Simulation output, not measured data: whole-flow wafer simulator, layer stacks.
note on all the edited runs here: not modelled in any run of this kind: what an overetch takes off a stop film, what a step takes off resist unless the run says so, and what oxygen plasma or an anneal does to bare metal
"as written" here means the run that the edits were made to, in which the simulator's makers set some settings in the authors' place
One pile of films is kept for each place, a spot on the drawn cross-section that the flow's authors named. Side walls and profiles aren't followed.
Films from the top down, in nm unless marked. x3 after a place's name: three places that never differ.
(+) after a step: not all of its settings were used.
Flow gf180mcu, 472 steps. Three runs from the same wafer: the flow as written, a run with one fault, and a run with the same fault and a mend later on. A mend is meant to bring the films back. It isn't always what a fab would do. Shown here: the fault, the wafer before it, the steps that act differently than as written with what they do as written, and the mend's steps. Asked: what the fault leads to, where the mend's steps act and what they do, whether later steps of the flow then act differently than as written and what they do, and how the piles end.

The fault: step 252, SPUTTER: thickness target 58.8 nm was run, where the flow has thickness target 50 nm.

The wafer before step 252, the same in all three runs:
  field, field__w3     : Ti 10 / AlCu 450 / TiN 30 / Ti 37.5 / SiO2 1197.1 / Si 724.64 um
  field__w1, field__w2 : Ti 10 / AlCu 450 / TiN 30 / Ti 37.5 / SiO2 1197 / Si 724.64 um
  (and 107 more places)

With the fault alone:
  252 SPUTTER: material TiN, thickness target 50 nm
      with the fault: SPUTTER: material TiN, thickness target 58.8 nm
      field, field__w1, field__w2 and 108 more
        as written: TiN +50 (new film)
        with the fault: TiN +58.8 (new film)
  Later steps of the flow that act differently than as written (6 more steps differ only slightly, by at most 2% or 0.5 nm, whichever is larger, and aren't shown):
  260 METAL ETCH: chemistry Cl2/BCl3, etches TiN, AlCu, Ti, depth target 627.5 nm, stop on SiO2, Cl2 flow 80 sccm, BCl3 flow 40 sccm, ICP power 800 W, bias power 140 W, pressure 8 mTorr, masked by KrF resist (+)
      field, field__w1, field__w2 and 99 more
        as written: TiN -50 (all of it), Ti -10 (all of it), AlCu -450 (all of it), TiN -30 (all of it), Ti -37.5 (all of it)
        with the fault: TiN -58.8 (all of it), Ti -10 (all of it), AlCu -450 (all of it), TiN -30 (all of it), Ti -37.5 (all of it)
  At the end the piles differ from the flow's by more than 2% or 0.5 nm, whichever is larger, at field__w8, contact, m1 and 6 more.
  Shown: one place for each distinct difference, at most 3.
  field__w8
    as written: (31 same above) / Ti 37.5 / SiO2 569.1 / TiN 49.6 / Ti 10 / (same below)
    with the fault: (31 same above) / Ti 37.5 / SiO2 560.3 / TiN 58.4 / Ti 10 / (same below)
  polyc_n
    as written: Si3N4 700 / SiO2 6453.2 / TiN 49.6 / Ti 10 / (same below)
    with the fault: Si3N4 700 / SiO2 6444.4 / TiN 58.4 / Ti 10 / (same below)
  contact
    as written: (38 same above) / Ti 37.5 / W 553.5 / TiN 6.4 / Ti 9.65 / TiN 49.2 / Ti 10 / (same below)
    with the fault: (38 same above) / Ti 37.5 / W 544.6 / TiN 6.44 / Ti 9.7 / TiN 58 / Ti 10 / (same below)

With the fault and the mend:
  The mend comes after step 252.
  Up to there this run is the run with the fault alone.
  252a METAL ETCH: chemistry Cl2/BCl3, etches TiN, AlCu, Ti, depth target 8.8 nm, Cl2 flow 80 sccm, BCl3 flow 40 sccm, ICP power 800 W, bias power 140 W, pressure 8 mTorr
      field, field__w1, field__w2 and 108 more
        TiN -8.8
  No later step of the flow acts differently than as written at any place that is followed.
  At the end the piles are the same as the flow's at every place that both follow.
